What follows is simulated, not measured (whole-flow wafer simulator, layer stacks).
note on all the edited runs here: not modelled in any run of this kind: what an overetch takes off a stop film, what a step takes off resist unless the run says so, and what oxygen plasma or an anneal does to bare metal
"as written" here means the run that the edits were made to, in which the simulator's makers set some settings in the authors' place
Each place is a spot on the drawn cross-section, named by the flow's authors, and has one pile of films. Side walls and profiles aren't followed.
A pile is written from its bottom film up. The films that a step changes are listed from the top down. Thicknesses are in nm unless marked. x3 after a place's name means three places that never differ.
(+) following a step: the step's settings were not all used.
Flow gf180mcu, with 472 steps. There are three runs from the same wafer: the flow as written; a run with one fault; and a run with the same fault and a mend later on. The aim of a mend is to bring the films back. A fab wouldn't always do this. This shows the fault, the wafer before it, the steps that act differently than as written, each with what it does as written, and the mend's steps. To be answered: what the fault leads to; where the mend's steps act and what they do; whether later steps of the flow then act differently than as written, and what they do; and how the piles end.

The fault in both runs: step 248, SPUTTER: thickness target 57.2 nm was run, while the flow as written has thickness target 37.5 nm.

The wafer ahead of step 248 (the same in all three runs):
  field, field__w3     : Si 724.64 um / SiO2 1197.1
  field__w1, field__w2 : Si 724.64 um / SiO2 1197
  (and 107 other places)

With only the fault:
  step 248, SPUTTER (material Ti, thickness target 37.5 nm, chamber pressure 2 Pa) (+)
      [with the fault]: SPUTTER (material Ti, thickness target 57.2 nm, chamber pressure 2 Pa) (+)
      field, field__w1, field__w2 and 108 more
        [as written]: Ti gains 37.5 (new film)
        [with the fault]: Ti gains 57.2 (new film)
  Later steps of the flow acting differently than as written:
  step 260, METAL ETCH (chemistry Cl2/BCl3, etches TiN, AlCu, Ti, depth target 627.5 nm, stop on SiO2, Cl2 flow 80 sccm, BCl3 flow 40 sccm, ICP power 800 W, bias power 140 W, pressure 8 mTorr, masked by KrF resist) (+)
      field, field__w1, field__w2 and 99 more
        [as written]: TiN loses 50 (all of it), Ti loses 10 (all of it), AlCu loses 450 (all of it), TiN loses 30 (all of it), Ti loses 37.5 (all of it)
        [with the fault]: TiN loses 50 (all of it), Ti loses 10 (all of it), AlCu loses 450 (all of it), TiN loses 30 (all of it), Ti loses 57.2 (all of it)
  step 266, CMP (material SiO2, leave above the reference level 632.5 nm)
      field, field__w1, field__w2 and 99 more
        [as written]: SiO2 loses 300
        [with the fault]: SiO2 loses 280.3
  At field__w8, contact, m1 and 6 more, the piles at the end differ from the flow's by more than 2% or 0.5 nm, whichever is larger.
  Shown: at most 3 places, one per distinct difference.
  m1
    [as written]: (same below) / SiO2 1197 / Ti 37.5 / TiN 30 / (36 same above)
    [with the fault]: (same below) / SiO2 1197 / Ti 57.2 / TiN 30 / (36 same above)
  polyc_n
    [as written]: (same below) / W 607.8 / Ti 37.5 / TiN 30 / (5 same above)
    [with the fault]: (same below) / W 607.8 / Ti 57.2 / TiN 30 / (5 same above)
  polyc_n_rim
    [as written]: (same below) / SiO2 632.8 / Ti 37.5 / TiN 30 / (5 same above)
    [with the fault]: (same below) / SiO2 632.8 / Ti 57.2 / TiN 30 / (5 same above)

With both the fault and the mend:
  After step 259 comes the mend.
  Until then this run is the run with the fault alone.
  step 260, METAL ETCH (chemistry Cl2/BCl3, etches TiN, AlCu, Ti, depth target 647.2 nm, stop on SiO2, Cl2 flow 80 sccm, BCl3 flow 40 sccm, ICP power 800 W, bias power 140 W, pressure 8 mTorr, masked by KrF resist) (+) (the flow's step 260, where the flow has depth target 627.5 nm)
      field, field__w1, field__w2 and 99 more
        TiN loses 50 (all of it), Ti loses 10 (all of it), AlCu loses 450 (all of it), TiN loses 30 (all of it), Ti loses 57.2 (all of it)
      field__w8, contact, m1 and 6 more
        KrF resist loses 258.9
  Later steps of the flow acting differently than as written (1 more step, not shown, differs only slightly: by at most 2% or 0.5 nm, whichever is larger):
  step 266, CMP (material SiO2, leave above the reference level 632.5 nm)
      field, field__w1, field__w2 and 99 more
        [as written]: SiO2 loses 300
        [with the mend]: SiO2 loses 280.3
  At field__w8, contact, m1 and 6 more, the piles at the end differ from the flow's by more than 2% or 0.5 nm, whichever is larger.
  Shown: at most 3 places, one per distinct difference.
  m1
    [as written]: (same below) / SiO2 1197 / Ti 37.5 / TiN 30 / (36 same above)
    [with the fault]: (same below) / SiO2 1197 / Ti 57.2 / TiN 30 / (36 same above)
    [with the mend]: (same below) / SiO2 1197 / Ti 57.2 / TiN 30 / (36 same above)
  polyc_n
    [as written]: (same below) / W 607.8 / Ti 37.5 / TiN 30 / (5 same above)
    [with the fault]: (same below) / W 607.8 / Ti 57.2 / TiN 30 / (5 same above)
    [with the mend]: (same below) / W 607.8 / Ti 57.2 / TiN 30 / (5 same above)
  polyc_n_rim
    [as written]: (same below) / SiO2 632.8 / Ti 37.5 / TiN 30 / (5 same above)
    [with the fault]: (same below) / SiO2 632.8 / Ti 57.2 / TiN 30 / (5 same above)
    [with the mend]: (same below) / SiO2 632.8 / Ti 57.2 / TiN 30 / (5 same above)
